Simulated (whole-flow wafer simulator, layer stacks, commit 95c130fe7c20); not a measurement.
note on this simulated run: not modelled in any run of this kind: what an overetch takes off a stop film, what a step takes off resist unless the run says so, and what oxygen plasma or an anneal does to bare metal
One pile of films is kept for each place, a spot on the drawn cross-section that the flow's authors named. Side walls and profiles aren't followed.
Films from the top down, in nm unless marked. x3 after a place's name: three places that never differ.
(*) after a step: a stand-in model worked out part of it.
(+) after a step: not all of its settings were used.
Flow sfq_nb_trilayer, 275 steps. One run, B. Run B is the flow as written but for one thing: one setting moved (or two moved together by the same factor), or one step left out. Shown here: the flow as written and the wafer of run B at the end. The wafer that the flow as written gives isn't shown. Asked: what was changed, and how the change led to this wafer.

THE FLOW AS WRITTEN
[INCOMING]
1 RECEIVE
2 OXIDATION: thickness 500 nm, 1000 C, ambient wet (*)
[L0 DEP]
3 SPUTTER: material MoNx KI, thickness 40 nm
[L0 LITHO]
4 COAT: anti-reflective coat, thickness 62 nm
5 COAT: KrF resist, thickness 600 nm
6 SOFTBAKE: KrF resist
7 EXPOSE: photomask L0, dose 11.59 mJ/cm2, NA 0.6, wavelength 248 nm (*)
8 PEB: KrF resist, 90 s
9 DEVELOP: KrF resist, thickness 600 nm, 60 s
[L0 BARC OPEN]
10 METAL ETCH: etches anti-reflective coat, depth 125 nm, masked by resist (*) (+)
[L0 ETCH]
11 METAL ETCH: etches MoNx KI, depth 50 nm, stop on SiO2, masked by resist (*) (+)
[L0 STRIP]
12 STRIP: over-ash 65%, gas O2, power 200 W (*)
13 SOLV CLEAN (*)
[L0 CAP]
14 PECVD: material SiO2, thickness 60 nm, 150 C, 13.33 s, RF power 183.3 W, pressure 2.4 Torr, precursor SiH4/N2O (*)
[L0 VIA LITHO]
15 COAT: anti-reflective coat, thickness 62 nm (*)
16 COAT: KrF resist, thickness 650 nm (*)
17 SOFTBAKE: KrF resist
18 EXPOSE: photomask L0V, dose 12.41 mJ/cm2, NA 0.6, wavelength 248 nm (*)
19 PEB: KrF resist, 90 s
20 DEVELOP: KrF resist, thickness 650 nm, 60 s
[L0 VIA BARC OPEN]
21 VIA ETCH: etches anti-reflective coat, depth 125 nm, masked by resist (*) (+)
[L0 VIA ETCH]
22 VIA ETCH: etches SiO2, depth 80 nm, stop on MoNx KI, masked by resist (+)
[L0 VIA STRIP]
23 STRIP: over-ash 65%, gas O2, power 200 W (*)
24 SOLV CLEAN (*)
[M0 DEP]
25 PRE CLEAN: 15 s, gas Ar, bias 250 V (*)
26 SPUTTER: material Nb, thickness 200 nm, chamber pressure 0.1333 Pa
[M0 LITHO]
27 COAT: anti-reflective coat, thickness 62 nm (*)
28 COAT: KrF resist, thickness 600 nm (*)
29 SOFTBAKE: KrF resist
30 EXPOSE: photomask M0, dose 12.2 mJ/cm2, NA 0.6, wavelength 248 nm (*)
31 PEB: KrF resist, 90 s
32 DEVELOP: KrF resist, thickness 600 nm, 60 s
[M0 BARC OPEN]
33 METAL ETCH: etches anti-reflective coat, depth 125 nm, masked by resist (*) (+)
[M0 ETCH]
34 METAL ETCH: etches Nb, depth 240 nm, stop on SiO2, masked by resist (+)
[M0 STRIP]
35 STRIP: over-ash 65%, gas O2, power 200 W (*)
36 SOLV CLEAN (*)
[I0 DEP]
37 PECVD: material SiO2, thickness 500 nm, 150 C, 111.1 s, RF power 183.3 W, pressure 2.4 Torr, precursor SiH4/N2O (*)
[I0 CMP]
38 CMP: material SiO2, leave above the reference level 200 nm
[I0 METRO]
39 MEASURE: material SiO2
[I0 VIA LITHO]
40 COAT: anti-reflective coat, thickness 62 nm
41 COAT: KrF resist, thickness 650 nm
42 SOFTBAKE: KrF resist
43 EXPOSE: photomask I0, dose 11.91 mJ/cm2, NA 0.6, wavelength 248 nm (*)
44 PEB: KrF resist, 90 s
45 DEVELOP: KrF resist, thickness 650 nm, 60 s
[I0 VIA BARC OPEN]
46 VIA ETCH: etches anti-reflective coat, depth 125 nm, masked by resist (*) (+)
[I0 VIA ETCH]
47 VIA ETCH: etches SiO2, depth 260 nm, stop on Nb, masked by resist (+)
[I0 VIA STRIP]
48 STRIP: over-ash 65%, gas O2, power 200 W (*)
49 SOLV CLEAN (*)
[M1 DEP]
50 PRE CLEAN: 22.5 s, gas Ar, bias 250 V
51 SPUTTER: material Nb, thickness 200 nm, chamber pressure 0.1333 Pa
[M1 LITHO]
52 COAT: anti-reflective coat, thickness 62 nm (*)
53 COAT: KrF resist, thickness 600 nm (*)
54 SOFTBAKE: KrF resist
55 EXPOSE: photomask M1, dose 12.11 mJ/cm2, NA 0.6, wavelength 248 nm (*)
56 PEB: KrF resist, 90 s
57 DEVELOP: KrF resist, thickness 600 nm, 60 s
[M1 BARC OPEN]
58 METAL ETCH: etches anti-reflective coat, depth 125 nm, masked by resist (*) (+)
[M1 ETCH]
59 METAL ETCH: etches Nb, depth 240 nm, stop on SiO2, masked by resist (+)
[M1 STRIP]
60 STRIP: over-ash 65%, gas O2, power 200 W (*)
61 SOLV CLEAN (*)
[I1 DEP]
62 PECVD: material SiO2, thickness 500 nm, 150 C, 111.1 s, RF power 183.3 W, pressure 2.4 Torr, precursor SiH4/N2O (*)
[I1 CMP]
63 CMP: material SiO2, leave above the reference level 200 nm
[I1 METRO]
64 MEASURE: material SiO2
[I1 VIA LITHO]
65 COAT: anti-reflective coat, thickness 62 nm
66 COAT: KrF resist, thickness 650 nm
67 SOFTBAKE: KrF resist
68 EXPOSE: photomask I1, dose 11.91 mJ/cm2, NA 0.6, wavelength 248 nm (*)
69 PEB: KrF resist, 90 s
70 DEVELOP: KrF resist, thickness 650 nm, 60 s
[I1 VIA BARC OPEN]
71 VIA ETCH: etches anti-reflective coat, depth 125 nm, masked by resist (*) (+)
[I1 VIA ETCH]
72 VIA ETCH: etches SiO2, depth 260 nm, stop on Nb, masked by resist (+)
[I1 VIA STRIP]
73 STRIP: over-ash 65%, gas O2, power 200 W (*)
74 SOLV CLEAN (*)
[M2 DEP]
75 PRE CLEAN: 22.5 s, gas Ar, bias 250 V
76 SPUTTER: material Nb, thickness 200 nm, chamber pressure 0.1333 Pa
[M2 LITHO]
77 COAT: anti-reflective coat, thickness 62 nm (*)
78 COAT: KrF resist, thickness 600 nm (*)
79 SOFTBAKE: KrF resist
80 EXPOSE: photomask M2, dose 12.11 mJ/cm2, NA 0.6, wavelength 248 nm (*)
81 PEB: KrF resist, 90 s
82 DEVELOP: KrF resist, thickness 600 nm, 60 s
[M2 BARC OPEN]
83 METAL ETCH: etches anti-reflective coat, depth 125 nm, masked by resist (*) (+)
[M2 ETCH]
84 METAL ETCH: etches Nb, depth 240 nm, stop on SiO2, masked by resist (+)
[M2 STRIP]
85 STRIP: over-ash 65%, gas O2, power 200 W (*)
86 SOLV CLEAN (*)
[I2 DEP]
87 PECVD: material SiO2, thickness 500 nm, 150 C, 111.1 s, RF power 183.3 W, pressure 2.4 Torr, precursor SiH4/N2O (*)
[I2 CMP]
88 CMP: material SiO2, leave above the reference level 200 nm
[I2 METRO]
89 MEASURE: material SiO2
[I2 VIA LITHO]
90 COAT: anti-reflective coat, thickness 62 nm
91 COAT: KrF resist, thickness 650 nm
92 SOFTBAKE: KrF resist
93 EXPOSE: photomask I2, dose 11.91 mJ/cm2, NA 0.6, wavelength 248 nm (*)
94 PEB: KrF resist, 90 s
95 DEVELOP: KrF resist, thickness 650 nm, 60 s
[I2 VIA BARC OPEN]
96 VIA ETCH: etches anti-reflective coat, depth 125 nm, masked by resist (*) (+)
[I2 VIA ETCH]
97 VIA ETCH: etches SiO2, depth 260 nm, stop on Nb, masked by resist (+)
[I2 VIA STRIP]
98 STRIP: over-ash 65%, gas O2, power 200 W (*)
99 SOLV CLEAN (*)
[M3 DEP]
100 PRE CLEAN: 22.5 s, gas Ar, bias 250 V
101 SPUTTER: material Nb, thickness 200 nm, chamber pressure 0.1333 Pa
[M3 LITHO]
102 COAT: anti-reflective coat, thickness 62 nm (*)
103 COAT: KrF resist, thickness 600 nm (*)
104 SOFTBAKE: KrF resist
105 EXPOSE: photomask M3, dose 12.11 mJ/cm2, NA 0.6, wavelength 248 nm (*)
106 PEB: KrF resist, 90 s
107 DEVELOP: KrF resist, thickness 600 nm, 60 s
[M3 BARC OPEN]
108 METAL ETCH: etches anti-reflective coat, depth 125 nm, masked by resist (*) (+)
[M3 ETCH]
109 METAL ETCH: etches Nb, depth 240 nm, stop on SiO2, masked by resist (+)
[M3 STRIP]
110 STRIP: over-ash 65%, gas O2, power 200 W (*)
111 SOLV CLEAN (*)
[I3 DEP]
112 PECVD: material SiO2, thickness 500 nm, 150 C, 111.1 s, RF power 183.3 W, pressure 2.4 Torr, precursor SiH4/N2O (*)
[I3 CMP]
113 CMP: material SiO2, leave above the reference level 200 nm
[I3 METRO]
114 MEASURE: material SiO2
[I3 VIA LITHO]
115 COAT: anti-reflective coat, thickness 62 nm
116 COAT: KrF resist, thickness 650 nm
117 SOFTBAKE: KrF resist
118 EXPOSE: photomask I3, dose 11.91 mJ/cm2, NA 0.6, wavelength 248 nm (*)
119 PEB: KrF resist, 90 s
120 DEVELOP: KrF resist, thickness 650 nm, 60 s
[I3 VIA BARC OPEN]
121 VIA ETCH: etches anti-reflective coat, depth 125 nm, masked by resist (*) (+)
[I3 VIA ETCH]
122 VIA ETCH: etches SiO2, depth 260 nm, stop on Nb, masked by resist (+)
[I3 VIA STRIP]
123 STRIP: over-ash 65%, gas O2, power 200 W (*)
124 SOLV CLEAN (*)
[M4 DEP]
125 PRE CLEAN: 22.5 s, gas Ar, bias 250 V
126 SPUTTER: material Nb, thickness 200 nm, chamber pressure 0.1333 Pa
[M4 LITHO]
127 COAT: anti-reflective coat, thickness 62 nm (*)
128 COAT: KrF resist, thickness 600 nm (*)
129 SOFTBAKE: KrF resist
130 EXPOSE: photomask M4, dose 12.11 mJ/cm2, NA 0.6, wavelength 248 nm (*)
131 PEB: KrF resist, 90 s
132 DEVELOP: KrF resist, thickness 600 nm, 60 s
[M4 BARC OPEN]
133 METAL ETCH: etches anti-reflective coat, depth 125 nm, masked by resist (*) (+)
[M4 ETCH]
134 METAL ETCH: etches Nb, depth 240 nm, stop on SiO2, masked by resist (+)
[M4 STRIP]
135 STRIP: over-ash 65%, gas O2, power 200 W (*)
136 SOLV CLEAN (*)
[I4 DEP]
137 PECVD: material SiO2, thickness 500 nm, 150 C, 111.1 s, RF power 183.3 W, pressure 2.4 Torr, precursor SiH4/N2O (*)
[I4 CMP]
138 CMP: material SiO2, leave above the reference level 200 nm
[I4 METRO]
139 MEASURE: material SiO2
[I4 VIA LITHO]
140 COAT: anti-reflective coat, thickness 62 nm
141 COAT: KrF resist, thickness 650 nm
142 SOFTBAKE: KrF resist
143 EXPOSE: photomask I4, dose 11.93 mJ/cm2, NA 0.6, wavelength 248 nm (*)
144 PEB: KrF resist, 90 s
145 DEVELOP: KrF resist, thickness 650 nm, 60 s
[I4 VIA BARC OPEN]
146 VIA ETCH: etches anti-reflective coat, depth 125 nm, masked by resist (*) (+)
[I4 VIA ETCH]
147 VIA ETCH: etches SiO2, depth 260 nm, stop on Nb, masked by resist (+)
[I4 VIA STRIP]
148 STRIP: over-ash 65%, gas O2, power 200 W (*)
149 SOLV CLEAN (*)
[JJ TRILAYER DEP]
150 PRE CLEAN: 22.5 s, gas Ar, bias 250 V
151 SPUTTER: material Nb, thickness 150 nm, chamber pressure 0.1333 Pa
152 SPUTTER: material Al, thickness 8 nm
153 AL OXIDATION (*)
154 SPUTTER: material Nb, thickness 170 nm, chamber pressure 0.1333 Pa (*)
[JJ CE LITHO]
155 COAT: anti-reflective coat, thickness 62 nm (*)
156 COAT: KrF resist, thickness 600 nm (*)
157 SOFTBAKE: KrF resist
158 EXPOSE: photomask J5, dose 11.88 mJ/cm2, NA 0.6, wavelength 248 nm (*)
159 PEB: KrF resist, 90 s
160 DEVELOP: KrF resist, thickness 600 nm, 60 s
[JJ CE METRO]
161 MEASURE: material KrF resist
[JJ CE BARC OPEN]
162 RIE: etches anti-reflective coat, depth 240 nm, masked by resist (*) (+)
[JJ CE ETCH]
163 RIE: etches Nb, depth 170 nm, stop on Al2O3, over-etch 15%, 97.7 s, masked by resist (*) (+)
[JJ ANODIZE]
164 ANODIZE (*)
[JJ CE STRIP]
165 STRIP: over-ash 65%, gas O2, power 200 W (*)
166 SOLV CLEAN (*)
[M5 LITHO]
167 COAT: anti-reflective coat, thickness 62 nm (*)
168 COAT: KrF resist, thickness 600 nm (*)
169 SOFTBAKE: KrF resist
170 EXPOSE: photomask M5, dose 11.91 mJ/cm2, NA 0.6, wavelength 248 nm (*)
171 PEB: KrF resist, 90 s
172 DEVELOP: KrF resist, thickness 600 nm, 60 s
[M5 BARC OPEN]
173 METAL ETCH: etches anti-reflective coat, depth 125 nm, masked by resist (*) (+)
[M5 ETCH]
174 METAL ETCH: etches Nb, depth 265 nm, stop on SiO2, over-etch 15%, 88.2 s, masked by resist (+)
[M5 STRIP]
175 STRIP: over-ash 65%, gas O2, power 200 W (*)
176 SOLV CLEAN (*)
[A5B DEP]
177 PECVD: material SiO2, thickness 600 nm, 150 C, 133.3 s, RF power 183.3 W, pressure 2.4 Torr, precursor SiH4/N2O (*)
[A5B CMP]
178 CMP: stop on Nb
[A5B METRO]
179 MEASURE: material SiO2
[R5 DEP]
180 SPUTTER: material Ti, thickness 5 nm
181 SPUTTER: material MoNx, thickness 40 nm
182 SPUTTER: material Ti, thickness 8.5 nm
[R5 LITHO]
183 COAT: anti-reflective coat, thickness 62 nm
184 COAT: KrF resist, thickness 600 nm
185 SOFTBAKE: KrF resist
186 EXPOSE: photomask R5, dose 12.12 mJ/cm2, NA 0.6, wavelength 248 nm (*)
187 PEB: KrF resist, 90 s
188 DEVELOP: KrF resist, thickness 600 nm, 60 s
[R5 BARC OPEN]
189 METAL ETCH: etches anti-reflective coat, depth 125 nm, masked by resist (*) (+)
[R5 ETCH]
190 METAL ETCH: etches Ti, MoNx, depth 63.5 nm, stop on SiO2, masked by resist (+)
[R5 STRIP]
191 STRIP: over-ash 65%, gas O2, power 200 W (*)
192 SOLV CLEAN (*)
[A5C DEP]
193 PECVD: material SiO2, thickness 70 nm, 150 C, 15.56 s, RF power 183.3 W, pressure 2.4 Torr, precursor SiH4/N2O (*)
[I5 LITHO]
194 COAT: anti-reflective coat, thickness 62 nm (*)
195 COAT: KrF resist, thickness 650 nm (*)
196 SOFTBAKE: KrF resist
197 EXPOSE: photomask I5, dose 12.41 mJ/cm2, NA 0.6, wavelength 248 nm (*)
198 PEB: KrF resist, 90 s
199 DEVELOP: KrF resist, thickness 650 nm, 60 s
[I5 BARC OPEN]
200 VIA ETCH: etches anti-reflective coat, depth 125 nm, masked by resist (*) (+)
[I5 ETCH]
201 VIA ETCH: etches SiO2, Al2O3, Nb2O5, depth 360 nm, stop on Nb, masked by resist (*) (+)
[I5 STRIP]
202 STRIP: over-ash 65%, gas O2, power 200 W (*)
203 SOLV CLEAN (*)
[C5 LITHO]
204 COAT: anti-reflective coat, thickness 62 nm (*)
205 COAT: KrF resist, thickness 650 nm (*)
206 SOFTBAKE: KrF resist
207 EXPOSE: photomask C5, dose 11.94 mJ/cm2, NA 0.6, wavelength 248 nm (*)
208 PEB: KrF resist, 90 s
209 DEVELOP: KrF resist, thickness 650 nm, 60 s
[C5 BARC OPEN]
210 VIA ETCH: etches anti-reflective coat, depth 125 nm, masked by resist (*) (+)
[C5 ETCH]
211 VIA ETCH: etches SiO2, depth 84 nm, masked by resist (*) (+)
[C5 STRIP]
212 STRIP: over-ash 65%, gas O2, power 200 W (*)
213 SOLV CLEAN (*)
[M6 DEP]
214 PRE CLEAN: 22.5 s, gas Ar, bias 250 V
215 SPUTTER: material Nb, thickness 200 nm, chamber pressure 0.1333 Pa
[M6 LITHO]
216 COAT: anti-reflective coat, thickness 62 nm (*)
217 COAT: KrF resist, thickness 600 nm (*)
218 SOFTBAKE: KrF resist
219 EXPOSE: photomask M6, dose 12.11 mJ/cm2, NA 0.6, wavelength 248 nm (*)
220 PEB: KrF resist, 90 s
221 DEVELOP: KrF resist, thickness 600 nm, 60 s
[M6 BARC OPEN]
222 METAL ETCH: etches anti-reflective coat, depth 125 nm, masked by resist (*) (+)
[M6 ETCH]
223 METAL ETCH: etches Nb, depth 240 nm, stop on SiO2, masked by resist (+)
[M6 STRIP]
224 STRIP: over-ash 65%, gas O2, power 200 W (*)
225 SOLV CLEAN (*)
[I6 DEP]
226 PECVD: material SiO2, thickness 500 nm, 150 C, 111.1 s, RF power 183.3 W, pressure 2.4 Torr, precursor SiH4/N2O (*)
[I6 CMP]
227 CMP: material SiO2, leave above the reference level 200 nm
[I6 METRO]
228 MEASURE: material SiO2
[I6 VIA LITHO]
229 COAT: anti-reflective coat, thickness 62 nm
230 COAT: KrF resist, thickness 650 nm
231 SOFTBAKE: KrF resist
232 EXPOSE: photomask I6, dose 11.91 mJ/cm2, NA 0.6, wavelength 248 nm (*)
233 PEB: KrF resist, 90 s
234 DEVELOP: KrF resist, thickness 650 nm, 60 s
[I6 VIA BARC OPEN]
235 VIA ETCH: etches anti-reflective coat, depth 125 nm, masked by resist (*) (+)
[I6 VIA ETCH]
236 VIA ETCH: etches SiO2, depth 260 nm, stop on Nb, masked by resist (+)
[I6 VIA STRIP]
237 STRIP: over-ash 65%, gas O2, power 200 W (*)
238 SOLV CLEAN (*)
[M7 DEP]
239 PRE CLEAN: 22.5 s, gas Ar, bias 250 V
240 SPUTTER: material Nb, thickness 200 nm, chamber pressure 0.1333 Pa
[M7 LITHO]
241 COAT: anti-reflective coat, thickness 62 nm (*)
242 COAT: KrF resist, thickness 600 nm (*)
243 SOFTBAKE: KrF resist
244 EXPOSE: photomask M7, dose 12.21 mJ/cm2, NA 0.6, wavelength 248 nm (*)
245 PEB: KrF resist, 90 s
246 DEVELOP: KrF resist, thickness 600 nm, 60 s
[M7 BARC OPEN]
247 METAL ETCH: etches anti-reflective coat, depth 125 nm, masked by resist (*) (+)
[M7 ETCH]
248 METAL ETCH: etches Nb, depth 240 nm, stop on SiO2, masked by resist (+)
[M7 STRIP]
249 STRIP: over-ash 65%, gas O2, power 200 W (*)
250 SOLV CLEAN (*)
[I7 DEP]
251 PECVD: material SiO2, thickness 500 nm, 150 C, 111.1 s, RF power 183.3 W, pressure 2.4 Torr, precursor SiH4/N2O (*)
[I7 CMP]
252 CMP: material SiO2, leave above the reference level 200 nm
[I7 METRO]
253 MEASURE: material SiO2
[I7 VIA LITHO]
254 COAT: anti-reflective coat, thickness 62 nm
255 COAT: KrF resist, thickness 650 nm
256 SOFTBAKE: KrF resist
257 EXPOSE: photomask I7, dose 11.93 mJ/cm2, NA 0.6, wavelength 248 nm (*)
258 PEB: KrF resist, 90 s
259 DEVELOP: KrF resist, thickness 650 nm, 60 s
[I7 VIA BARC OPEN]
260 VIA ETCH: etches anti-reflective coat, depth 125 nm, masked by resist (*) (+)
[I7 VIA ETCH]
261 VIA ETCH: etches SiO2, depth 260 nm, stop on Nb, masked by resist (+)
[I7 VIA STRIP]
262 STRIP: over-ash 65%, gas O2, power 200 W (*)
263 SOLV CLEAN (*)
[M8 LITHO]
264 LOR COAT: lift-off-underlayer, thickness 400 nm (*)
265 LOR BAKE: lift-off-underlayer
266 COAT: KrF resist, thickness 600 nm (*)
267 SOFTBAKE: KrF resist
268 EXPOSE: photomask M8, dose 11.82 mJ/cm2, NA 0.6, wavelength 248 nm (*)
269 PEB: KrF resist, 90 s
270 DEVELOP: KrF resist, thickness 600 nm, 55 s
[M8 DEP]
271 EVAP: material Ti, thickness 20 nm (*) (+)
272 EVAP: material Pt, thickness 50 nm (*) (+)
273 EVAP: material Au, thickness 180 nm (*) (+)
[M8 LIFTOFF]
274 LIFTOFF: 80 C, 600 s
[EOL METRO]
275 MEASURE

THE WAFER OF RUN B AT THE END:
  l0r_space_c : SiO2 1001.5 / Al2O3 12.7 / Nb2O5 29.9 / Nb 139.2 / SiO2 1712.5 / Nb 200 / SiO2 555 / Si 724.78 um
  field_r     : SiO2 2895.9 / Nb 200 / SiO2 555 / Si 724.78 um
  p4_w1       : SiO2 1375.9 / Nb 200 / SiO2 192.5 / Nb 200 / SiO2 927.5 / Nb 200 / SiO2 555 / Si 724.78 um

The cause: step 38, CMP: leave above the reference level 150 nm was run, where the flow has leave above the reference level 200 nm.

How the change led to this, step by step:
  38 CMP: material SiO2, leave above the reference level 200 nm
      v_sur, via_wl, via_w and 94 more: SiO2 -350 (as written it would be: SiO2 -300)
      field_l, l0_sur, l0r_line_l, l0r_line_c, l0r_line_r: SiO2 -390 (as written it would be: SiO2 -340)
      (and at 4 more places)
  47 VIA ETCH: etches SiO2, depth 260 nm, stop on Nb, masked by resist (+)
      field_l, v_sur, via_wl and 102 more: KrF resist -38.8 (as written it would be: KrF resist -44.8)
      via_w: SiO2 -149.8 (all of it) (as written it would be: SiO2 -199.8 (all of it))
  51 SPUTTER: material Nb, thickness 200 nm, chamber pressure 0.1333 Pa
      via_w: Nb +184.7 (as written it would be: Nb +174.5)
  52 COAT: anti-reflective coat, thickness 62 nm (*)
      via_wl: anti-reflective coat +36 (new film) (as written it would be: anti-reflective coat +33.8 (new film))
      via_w: anti-reflective coat +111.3 (new film) (as written it would be: anti-reflective coat +123.1 (new film))
  53 COAT: KrF resist, thickness 600 nm (*)
      via_w: KrF resist +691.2 (new film) (as written it would be: KrF resist +731.8 (new film))
  60 STRIP: over-ash 65%, gas O2, power 200 W (*)
      via_wl: KrF resist -389.4 (all of it), anti-reflective coat -36 (all of it) (as written it would be: KrF resist -385.5 (all of it), anti-reflective coat -33.8 (all of it))
      via_w: KrF resist -473.4 (all of it), anti-reflective coat -111.3 (all of it) (as written it would be: KrF resist -513.8 (all of it), anti-reflective coat -123.1 (all of it))
  62 PECVD: material SiO2, thickness 500 nm, 150 C, 111.1 s, RF power 183.3 W, pressure 2.4 Torr, precursor SiH4/N2O (*)
      via_w: SiO2 +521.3 (new film) (as written it would be: SiO2 +606 (new film))
  63 CMP: material SiO2, leave above the reference level 200 nm
      via_w: SiO2 -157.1 (as written it would be: SiO2 -181.6)
